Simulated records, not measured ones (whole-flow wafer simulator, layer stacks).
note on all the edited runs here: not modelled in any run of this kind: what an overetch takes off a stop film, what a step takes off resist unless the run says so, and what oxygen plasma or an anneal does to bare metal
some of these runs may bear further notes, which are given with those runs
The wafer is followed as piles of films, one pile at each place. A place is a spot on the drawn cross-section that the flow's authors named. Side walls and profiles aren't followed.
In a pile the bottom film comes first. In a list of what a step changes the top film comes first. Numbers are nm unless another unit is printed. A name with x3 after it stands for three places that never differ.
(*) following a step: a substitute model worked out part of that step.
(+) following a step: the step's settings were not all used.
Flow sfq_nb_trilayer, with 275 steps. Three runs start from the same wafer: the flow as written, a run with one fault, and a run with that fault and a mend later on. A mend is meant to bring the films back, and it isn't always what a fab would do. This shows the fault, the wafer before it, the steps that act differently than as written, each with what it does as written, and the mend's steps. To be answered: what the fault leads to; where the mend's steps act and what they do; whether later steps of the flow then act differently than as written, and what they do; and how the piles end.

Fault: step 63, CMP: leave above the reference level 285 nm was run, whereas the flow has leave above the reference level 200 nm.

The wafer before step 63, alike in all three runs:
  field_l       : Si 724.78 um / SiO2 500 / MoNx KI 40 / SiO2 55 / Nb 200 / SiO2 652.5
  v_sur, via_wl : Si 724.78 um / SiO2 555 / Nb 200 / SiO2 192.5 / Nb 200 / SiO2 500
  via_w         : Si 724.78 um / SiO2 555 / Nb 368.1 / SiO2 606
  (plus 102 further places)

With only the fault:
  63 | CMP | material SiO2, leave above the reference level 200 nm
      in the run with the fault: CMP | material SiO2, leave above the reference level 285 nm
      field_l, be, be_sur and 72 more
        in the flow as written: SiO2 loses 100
        in the run with the fault: SiO2 loses 15
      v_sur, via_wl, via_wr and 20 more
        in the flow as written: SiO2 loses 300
        in the run with the fault: SiO2 loses 215
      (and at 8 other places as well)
  Steps later in the flow that act otherwise than as written (4 other steps are not shown; they differ only slightly, by no more than 2% or 0.5 nm, whichever is larger):
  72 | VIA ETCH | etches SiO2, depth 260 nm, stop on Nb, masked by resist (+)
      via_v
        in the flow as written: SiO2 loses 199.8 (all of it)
        in the run with the fault: SiO2 loses 260
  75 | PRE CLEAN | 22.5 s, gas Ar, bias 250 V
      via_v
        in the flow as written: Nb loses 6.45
        in the run with the fault: SiO2 loses 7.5
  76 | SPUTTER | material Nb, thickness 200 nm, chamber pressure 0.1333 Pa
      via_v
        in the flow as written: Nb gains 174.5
        in the run with the fault: Nb gains 163.1 (new film)
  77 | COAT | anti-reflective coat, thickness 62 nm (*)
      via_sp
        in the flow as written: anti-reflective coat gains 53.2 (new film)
        in the run with the fault: anti-reflective coat gains 51.9 (new film)
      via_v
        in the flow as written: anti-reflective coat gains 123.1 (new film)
        in the run with the fault: anti-reflective coat gains 136.1 (new film)
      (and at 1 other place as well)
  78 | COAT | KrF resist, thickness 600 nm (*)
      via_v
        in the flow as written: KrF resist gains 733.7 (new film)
        in the run with the fault: KrF resist gains 783.4 (new film)
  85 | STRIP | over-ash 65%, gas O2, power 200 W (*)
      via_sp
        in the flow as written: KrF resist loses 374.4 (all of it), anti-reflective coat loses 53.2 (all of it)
        in the run with the fault: KrF resist loses 370.4 (all of it), anti-reflective coat loses 51.9 (all of it)
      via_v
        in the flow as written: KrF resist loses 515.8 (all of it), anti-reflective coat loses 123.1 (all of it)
        in the run with the fault: KrF resist loses 565.3 (all of it), anti-reflective coat loses 136.1 (all of it)
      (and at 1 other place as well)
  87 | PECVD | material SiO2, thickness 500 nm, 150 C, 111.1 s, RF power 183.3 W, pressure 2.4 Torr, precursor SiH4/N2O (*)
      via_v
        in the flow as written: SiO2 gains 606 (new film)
        in the run with the fault: SiO2 gains 678.7 (new film)
  By the end, the piles at field_l, v_sur, via_wl and 103 more depart from the flow's by more than 2% or 0.5 nm, whichever is larger.
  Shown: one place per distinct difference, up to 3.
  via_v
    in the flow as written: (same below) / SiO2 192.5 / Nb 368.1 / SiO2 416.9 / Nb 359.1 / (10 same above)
    in the run with the fault: (same below) / SiO2 192.5 / Nb 200 / SiO2 17.3 / Nb 163.1 / SiO2 489.6 / Nb 359.1 / (10 same above)
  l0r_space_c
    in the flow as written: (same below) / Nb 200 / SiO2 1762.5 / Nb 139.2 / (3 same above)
    in the run with the fault: (same below) / Nb 200 / SiO2 1847.5 / Nb 139.2 / (3 same above)
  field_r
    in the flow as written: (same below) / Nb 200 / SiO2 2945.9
    in the run with the fault: (same below) / Nb 200 / SiO2 3030.9

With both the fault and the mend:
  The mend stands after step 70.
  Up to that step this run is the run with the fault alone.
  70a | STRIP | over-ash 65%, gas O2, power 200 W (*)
      field_l, v_sur, via_wl and 102 more
        KrF resist loses 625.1 (all of it), anti-reflective coat loses 62 (all of it)
      via_v
        anti-reflective coat loses 62 (all of it)
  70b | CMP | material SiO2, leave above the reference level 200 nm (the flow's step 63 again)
      field_l, v_sur, via_wl and 103 more
        SiO2 loses 85
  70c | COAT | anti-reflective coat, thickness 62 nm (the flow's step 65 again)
      field_l, v_sur, via_wl and 103 more
        anti-reflective coat gains 62 (new film)
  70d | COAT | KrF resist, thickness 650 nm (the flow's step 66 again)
      field_l, v_sur, via_wl and 103 more
        KrF resist gains 650 (new film)
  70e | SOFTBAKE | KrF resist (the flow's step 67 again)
      does not change any film at any place that is followed
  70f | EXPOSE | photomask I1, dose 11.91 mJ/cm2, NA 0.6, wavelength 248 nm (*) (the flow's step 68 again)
      does not change any film at any place that is followed
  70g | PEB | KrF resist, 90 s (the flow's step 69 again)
      field_l, v_sur, via_wl and 103 more
        KrF resist loses 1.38
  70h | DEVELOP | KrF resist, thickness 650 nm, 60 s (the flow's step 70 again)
      field_l, v_sur, via_wl and 102 more
        KrF resist loses 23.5
      via_v
        KrF resist loses 648.6 (all of it)
  Every later step of the flow that is run acts as written at every place that is followed.
  By the end, the piles equal the flow's at every place that both follow.
